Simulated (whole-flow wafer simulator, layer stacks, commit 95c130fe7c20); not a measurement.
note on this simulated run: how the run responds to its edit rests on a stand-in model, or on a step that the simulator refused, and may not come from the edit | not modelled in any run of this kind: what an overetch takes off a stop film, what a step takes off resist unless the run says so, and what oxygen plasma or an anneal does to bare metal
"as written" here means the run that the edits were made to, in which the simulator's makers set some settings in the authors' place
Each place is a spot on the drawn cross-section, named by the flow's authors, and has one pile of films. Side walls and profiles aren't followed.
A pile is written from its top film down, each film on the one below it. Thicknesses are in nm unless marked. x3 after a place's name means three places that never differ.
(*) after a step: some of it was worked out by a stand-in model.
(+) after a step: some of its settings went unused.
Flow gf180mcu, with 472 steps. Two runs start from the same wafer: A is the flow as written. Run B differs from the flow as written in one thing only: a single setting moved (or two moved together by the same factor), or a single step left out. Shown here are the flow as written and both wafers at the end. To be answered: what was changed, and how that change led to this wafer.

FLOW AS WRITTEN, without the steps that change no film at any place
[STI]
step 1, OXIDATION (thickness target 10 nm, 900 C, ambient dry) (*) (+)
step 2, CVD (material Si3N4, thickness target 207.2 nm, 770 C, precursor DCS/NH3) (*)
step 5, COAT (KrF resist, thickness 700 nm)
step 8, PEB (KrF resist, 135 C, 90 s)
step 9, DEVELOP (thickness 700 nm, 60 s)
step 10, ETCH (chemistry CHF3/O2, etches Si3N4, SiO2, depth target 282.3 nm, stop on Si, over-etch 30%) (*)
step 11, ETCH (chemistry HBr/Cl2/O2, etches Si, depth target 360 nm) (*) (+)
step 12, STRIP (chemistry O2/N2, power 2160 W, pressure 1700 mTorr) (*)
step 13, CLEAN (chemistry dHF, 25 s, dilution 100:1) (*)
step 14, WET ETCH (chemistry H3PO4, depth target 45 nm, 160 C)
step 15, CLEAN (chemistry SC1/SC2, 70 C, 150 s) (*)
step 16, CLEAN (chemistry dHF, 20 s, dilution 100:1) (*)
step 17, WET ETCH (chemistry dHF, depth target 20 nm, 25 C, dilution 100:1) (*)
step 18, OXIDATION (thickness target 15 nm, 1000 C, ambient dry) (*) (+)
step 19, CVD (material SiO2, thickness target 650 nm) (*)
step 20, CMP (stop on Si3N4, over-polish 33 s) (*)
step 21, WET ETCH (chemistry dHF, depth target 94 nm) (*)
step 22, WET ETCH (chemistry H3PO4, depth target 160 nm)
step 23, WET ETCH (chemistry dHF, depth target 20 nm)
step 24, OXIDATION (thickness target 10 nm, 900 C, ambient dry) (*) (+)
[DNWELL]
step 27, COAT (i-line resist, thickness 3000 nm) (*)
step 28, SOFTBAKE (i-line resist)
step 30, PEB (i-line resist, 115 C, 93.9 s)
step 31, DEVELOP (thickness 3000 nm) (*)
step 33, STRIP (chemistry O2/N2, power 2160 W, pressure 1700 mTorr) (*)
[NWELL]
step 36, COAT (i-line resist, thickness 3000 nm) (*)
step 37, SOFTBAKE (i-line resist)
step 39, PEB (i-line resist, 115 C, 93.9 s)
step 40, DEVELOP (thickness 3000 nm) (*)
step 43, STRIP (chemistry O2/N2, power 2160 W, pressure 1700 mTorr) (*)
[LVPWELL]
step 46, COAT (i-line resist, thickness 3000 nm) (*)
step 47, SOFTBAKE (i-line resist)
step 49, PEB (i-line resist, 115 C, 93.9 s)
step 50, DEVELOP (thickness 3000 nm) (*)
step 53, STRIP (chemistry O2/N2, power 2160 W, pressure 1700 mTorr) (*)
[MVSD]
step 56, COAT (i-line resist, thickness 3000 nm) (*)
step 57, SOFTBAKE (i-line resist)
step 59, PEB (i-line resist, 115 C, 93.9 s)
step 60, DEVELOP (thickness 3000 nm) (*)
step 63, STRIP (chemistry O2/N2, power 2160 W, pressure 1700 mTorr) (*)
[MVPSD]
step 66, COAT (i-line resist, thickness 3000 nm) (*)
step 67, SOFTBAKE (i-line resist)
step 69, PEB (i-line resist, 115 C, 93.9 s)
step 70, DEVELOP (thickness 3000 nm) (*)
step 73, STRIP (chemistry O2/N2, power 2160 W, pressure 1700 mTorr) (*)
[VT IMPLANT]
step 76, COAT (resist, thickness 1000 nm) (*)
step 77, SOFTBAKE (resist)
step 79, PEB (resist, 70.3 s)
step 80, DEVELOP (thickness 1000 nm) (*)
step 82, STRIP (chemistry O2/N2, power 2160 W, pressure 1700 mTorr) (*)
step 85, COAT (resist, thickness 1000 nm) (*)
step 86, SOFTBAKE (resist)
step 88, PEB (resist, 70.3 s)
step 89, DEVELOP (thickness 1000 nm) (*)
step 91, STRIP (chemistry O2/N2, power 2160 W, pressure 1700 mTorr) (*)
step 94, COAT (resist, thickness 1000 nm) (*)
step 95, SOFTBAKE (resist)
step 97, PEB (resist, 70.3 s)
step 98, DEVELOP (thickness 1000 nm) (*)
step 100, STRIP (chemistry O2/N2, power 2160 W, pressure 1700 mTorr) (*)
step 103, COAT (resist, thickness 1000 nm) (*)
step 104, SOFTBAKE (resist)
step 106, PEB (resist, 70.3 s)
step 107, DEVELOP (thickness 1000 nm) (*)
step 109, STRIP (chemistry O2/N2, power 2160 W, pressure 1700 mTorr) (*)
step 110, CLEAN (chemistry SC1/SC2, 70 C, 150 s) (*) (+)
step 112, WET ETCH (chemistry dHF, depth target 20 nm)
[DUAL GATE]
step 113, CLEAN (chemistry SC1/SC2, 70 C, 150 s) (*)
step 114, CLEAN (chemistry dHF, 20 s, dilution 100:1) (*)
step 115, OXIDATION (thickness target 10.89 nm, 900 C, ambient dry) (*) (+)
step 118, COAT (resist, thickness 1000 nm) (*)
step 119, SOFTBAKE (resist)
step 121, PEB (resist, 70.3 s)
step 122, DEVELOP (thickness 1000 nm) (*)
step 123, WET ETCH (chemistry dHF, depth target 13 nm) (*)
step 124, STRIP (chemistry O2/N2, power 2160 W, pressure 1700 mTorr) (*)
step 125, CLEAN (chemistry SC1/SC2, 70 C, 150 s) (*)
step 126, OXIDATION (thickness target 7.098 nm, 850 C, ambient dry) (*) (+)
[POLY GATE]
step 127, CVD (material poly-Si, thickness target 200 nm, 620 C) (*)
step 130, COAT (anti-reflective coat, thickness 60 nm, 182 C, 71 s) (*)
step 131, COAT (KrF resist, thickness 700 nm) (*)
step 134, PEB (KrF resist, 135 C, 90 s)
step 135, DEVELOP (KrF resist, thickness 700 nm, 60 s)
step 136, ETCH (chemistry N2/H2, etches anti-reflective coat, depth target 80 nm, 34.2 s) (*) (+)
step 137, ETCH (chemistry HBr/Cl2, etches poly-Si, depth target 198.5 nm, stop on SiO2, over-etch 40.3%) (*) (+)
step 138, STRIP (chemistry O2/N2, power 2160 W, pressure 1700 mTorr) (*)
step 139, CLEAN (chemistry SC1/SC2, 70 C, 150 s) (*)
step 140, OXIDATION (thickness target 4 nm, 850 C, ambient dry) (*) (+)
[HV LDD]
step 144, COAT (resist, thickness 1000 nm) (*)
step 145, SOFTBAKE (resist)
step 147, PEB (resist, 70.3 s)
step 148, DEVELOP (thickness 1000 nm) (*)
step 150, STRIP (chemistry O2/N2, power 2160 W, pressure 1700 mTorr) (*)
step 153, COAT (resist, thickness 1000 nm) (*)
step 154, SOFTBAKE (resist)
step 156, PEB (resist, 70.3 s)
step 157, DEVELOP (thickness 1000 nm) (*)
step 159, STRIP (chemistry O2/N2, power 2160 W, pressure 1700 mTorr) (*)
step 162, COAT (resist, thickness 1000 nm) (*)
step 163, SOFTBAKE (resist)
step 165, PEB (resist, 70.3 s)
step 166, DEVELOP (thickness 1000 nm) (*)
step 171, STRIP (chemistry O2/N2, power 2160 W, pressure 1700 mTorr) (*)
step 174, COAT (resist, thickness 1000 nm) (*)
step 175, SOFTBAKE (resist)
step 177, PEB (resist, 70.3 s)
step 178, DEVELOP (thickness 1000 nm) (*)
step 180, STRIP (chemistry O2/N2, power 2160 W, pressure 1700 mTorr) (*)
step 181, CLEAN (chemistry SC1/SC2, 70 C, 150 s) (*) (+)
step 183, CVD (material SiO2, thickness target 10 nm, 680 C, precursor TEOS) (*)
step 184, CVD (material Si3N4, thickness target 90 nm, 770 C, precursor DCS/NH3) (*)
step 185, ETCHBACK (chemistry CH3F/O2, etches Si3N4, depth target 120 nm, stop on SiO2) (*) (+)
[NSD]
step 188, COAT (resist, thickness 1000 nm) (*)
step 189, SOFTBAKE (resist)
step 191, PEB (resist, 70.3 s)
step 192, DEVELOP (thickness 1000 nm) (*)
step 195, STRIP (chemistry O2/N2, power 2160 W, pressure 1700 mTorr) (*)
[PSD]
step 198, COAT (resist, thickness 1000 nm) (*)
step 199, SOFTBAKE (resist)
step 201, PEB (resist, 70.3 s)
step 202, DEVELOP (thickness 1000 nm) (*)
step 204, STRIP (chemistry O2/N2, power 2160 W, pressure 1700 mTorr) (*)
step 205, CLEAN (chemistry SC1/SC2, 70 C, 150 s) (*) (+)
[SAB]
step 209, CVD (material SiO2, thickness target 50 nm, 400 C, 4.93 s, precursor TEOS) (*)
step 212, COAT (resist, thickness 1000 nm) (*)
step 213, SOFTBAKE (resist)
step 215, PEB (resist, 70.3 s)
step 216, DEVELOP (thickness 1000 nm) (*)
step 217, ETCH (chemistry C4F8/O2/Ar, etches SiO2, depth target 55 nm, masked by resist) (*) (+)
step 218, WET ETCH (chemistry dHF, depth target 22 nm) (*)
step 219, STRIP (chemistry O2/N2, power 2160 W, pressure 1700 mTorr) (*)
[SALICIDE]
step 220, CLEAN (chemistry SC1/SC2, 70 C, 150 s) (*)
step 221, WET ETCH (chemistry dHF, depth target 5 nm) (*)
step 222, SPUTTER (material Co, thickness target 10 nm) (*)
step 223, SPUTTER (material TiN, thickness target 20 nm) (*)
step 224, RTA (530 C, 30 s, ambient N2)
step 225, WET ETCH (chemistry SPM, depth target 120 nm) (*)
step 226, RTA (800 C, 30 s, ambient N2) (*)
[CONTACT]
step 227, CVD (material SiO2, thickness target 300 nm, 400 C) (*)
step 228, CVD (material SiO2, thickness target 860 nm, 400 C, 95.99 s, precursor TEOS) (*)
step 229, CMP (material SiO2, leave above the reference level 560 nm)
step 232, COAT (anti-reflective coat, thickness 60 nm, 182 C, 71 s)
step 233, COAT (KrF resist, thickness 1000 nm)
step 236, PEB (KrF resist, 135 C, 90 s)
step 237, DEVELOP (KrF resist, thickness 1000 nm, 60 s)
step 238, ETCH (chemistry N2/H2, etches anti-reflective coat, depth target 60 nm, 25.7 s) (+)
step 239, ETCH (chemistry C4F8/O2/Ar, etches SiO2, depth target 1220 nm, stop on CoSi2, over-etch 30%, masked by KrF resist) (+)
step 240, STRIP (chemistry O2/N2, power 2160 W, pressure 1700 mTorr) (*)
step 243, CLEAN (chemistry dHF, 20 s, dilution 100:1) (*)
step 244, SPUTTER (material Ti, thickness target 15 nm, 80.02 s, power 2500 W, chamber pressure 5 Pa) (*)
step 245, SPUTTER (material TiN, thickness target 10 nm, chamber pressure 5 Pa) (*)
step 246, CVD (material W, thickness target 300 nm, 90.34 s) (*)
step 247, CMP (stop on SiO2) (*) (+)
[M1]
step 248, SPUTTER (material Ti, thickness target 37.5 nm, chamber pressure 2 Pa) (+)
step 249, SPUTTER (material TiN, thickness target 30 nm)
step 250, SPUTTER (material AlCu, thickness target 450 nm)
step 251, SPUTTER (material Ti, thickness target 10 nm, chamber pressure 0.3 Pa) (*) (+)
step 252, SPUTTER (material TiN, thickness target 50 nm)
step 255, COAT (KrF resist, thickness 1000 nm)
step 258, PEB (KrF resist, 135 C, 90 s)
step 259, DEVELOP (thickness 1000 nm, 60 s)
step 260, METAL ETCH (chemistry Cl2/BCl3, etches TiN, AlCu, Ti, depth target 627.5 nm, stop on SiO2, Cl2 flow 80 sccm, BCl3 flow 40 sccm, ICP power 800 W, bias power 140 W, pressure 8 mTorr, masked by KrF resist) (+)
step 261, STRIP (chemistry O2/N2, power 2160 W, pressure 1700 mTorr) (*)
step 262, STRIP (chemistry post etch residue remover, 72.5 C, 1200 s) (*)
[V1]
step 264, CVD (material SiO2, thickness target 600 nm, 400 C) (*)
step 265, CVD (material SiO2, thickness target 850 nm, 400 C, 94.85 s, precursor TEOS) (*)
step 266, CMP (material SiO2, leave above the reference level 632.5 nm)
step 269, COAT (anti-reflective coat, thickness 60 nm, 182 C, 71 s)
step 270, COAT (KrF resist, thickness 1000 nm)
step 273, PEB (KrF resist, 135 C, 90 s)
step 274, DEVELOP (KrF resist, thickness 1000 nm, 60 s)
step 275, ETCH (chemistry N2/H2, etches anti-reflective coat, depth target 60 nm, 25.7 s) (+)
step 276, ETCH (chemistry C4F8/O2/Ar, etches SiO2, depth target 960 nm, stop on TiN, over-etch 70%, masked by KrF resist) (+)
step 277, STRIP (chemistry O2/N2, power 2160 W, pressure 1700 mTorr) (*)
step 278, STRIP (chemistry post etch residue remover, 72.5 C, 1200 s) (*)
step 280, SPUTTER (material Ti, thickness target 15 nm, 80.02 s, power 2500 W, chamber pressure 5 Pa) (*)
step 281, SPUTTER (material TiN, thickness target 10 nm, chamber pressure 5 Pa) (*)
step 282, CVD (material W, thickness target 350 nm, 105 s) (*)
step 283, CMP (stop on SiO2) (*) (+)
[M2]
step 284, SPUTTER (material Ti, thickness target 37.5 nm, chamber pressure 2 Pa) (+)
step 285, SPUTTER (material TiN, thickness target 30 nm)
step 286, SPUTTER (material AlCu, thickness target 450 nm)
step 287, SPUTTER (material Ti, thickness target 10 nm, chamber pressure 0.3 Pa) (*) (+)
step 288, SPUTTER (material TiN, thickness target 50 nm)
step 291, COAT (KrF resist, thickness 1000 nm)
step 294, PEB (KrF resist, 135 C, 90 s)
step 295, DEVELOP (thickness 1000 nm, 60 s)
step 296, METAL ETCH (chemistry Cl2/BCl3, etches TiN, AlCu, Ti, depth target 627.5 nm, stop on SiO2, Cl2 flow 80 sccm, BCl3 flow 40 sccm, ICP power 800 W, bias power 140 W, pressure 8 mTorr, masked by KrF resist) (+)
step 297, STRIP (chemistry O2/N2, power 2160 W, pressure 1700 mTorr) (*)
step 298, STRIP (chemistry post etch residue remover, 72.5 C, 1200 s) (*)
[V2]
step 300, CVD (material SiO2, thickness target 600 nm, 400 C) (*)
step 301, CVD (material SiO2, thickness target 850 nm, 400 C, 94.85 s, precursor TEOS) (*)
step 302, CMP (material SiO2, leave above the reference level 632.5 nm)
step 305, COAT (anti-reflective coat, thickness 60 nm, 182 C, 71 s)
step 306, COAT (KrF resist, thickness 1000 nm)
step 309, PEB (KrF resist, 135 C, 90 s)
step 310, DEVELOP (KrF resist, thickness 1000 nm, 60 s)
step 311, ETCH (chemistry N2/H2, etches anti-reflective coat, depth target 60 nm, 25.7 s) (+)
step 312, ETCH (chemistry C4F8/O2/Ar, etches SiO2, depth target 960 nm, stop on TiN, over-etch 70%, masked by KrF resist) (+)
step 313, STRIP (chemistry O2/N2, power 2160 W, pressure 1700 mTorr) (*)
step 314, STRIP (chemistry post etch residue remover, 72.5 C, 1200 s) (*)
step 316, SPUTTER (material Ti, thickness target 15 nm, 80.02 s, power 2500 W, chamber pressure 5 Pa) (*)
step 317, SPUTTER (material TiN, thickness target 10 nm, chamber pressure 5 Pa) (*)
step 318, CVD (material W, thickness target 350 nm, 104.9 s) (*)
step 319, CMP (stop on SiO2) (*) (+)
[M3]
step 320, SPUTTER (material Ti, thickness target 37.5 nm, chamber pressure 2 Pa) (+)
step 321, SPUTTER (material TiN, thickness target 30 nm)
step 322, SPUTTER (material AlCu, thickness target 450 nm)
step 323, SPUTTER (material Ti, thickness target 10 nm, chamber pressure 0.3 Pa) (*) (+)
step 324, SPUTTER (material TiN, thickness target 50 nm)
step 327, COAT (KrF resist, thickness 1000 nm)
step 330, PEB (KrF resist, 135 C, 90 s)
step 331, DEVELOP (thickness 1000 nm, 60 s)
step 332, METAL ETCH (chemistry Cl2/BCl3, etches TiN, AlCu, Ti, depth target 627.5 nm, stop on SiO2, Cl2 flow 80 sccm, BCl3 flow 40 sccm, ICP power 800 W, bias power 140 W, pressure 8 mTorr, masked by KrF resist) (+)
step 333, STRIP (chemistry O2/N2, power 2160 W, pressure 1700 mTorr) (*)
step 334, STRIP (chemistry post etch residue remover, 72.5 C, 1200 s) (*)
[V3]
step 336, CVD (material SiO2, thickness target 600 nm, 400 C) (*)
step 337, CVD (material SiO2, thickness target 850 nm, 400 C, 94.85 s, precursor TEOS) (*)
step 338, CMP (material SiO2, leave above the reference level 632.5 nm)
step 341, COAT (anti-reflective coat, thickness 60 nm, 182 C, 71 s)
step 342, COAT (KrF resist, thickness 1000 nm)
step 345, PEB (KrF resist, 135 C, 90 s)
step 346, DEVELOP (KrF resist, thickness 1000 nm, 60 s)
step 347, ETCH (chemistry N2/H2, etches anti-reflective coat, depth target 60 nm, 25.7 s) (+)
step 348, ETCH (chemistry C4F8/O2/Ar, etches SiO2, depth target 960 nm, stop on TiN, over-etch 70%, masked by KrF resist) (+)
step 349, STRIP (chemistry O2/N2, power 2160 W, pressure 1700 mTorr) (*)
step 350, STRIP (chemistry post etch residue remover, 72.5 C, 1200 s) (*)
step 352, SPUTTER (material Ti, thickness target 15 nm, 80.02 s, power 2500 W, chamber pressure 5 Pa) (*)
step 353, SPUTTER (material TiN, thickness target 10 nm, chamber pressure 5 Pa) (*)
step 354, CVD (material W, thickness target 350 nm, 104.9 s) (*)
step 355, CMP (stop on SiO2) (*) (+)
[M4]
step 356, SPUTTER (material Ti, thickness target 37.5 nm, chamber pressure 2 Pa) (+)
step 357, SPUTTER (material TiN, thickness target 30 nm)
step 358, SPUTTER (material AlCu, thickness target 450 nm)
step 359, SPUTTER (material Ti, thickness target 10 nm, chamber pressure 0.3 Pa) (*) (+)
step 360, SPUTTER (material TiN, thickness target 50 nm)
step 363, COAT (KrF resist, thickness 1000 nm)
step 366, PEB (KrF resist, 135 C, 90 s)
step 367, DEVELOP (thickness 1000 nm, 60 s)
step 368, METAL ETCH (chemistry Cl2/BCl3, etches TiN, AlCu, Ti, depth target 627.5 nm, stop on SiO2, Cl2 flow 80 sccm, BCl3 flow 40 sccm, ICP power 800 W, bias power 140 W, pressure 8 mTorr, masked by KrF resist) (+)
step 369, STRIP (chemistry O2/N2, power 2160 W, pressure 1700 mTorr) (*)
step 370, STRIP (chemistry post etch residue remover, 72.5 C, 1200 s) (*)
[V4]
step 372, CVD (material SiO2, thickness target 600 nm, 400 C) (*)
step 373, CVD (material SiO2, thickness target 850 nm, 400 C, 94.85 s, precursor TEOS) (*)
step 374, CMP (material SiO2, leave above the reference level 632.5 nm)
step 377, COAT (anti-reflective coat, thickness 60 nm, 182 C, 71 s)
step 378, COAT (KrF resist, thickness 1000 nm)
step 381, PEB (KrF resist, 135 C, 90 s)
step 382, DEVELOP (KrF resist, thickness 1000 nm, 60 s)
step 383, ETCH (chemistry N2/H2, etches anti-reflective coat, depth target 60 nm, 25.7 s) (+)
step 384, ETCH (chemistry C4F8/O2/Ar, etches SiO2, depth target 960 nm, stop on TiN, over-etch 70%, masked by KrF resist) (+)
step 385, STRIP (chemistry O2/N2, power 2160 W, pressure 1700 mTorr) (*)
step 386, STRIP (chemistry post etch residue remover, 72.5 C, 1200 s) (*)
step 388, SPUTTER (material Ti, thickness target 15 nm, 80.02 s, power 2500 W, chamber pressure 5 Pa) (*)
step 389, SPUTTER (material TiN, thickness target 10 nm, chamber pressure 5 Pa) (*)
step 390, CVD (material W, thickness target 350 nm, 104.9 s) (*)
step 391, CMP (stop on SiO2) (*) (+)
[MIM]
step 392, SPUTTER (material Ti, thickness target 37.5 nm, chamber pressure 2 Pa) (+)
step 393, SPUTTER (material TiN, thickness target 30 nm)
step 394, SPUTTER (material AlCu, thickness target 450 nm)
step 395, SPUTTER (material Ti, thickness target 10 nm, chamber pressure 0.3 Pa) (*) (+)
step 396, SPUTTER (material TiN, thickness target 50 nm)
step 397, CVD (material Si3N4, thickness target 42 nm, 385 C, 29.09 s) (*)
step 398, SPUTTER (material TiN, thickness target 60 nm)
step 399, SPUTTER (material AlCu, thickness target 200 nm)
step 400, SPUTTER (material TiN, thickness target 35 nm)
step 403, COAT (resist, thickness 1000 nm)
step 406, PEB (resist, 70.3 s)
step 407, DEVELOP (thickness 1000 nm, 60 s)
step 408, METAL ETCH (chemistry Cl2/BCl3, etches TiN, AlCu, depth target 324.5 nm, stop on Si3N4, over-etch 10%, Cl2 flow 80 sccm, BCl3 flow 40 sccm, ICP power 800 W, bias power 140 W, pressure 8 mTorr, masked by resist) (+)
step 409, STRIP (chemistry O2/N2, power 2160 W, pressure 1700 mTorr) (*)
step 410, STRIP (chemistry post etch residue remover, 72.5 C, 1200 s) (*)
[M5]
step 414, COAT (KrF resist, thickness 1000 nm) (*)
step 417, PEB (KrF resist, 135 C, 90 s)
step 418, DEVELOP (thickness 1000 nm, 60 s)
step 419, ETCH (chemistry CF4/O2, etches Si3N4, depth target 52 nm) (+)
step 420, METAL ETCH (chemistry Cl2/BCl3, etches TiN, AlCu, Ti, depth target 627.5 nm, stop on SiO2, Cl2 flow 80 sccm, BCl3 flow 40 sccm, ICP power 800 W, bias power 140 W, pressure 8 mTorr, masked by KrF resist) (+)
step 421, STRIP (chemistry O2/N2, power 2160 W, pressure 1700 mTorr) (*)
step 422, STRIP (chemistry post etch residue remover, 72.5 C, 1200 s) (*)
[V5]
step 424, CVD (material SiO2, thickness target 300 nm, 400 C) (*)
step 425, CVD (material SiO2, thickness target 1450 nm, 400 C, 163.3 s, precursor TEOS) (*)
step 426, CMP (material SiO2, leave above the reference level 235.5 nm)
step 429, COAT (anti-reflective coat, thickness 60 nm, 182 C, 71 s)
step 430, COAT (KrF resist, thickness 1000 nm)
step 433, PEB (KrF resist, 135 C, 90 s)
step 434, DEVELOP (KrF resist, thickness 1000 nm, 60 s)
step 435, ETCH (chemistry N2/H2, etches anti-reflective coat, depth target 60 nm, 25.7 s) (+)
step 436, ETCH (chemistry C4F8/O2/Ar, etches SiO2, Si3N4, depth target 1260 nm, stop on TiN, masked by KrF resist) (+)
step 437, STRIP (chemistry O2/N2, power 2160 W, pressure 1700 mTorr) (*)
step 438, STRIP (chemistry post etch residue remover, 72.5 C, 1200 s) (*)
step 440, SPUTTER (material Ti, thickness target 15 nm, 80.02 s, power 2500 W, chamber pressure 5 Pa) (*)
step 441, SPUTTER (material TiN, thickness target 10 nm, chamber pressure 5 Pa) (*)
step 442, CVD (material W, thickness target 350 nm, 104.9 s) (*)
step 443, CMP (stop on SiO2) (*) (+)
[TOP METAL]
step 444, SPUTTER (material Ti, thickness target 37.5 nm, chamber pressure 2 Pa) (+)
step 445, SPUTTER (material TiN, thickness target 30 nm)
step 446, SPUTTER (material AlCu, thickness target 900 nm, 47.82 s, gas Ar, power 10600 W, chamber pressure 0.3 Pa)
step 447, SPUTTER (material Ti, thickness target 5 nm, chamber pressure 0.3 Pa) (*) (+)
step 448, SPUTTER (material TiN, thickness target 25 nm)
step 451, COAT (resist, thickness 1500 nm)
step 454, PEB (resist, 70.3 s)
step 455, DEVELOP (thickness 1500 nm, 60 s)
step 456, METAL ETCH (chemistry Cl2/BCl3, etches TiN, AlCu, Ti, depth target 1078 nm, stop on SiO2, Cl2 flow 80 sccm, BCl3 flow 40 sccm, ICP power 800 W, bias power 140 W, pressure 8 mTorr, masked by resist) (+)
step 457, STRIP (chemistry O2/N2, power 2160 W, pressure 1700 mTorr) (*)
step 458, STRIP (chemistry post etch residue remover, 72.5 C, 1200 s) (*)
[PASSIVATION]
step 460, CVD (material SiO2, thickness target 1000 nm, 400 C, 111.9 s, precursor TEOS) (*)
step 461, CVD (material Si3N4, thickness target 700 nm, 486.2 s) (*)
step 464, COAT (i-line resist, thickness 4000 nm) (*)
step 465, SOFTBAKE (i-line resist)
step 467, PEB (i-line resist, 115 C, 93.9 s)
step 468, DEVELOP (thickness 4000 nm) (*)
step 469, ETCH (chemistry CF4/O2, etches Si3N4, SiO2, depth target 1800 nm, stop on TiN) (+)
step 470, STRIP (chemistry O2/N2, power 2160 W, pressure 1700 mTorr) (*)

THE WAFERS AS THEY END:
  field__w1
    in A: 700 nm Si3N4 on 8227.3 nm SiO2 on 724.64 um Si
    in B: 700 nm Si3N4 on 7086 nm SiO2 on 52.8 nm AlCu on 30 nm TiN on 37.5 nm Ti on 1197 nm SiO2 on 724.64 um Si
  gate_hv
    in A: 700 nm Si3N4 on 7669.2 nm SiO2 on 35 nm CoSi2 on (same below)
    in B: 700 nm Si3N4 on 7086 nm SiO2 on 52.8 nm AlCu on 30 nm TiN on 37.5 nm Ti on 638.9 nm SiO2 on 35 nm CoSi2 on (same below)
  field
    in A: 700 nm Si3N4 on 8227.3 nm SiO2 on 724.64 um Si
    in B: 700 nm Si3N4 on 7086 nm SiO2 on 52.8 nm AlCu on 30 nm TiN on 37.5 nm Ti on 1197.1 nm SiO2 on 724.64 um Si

What caused this: step 250, SPUTTER: thickness target 626 nm was run, whereas the flow has thickness target 450 nm.

The path from the change to this, step by step:
  step 250, SPUTTER (material AlCu, thickness target 450 nm)
      field, field__w1, field__w2 and 108 more: A +450 AlCu (new film) | B +626 AlCu (new film)
  step 260, METAL ETCH (chemistry Cl2/BCl3, etches TiN, AlCu, Ti, depth target 627.5 nm, stop on SiO2, Cl2 flow 80 sccm, BCl3 flow 40 sccm, ICP power 800 W, bias power 140 W, pressure 8 mTorr, masked by KrF resist) (+)
      field, field__w1, field__w2 and 99 more: A -50 TiN (all of it), -10 Ti (all of it), -450 AlCu (all of it), -30 TiN (all of it), -37.5 Ti (all of it) | B -50 TiN (all of it), -10 Ti (all of it), -567.5 AlCu
  step 262, STRIP (chemistry post etch residue remover, 72.5 C, 1200 s) (*)
      field, field__w1, field__w2 and 99 more: A nothing | B -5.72 AlCu
  step 264, CVD (material SiO2, thickness target 600 nm, 400 C) (*)
      field, field__w1, field__w2 and 99 more: A +600 SiO2 | B +600 SiO2 (new film)
  step 266, CMP (material SiO2, leave above the reference level 632.5 nm)
      field, field__w1, field__w2 and 99 more: A -300 SiO2 | B -244.3 SiO2
If metal films that touch count as one body, field__w1 has 1 body; the flow as written gives 0 bodies.
If metal films that touch count as one body, gate_hv has 2 bodies (between them, from the top down: SiO2 638.9); the flow as written gives 1 body.
If metal films that touch count as one body, field has 1 body; the flow as written gives 0 bodies.
